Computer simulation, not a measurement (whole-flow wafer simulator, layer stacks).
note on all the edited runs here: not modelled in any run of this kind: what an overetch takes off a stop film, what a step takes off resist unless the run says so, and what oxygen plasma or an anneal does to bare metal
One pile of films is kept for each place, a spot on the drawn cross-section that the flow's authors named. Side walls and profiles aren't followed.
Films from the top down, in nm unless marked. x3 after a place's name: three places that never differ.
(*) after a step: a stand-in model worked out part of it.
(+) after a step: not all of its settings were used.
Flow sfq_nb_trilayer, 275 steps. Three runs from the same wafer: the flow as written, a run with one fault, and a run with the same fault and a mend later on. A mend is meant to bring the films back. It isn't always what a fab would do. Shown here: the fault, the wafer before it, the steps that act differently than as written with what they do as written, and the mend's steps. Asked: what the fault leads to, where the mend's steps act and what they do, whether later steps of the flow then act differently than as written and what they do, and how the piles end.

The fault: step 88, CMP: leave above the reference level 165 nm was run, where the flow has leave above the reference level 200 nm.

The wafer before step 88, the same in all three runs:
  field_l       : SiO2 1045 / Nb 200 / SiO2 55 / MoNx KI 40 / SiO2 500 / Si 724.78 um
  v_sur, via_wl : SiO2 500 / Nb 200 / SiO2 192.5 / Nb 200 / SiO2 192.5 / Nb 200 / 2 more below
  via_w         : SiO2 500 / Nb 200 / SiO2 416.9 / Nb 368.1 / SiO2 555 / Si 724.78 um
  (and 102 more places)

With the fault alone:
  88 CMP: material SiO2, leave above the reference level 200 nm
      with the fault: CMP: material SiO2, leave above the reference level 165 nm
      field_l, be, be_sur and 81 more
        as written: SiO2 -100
        with the fault: SiO2 -135
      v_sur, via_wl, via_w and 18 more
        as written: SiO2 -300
        with the fault: SiO2 -335
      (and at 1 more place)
  Later steps of the flow that act differently than as written (4 more steps differ only slightly, by at most 2% or 0.5 nm, whichever is larger, and aren't shown):
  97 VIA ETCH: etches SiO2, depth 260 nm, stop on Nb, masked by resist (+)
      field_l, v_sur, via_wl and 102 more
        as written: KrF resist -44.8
        with the fault: KrF resist -42.6
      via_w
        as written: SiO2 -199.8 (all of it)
        with the fault: SiO2 -164.8 (all of it)
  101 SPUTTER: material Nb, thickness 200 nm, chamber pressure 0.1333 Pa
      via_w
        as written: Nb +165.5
        with the fault: Nb +173.2
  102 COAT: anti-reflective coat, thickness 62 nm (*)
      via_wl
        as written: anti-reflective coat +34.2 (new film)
        with the fault: anti-reflective coat +33.1 (new film)
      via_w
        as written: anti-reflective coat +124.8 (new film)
        with the fault: anti-reflective coat +115.3 (new film)
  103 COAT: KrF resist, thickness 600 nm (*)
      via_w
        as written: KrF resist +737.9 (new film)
        with the fault: KrF resist +709.8 (new film)
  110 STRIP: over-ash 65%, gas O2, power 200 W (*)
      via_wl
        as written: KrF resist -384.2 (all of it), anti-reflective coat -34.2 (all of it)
        with the fault: KrF resist -389.1 (all of it), anti-reflective coat -33.1 (all of it)
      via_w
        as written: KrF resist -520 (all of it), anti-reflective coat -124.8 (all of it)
        with the fault: KrF resist -491.9 (all of it), anti-reflective coat -115.3 (all of it)
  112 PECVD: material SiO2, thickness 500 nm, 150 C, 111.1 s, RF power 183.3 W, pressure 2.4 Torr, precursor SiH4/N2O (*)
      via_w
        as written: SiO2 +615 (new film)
        with the fault: SiO2 +547.8 (new film)
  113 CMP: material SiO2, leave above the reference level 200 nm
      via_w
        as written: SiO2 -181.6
        with the fault: SiO2 -157.1
  At the end the piles differ from the flow's by more than 2% or 0.5 nm, whichever is larger, at v_sur, via_wl, via_w and 39 more.
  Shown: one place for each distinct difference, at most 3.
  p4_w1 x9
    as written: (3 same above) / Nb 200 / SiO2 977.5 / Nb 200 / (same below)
    with the fault: (3 same above) / Nb 200 / SiO2 942.5 / Nb 200 / (same below)
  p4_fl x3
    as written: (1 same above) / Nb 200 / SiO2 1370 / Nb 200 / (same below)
    with the fault: (1 same above) / Nb 200 / SiO2 1335 / Nb 200 / (same below)
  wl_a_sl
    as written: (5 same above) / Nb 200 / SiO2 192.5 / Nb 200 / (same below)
    with the fault: (5 same above) / Nb 200 / SiO2 157.5 / Nb 200 / (same below)

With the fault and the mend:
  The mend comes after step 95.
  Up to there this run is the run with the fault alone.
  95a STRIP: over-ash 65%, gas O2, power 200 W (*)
      field_l, v_sur, via_wl and 102 more
        KrF resist -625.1 (all of it), anti-reflective coat -62 (all of it)
      via_w
        anti-reflective coat -62 (all of it)
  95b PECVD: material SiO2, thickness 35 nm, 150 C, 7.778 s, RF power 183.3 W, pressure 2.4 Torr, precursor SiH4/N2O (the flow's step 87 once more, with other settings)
      field_l, v_sur, via_wl and 103 more
        SiO2 +35
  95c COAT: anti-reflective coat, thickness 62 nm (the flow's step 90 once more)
      field_l, v_sur, via_wl and 103 more
        anti-reflective coat +62 (new film)
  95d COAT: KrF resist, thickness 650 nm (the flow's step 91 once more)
      field_l, v_sur, via_wl and 103 more
        KrF resist +650 (new film)
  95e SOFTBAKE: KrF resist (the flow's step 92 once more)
      changes no film at any place that is followed
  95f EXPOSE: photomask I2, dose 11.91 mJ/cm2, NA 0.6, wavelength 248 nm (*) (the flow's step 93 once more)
      changes no film at any place that is followed
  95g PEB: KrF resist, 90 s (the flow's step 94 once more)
      field_l, v_sur, via_wl and 103 more
        KrF resist -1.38
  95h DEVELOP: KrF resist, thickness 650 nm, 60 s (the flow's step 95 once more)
      field_l, v_sur, via_wl and 102 more
        KrF resist -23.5
      via_w
        KrF resist -648.6 (all of it)
  No later step of the flow acts differently than as written, at any place that is followed, by more than 2% or 0.5 nm, whichever is larger.
  At the end the piles are the same as the flow's at every place that both follow.
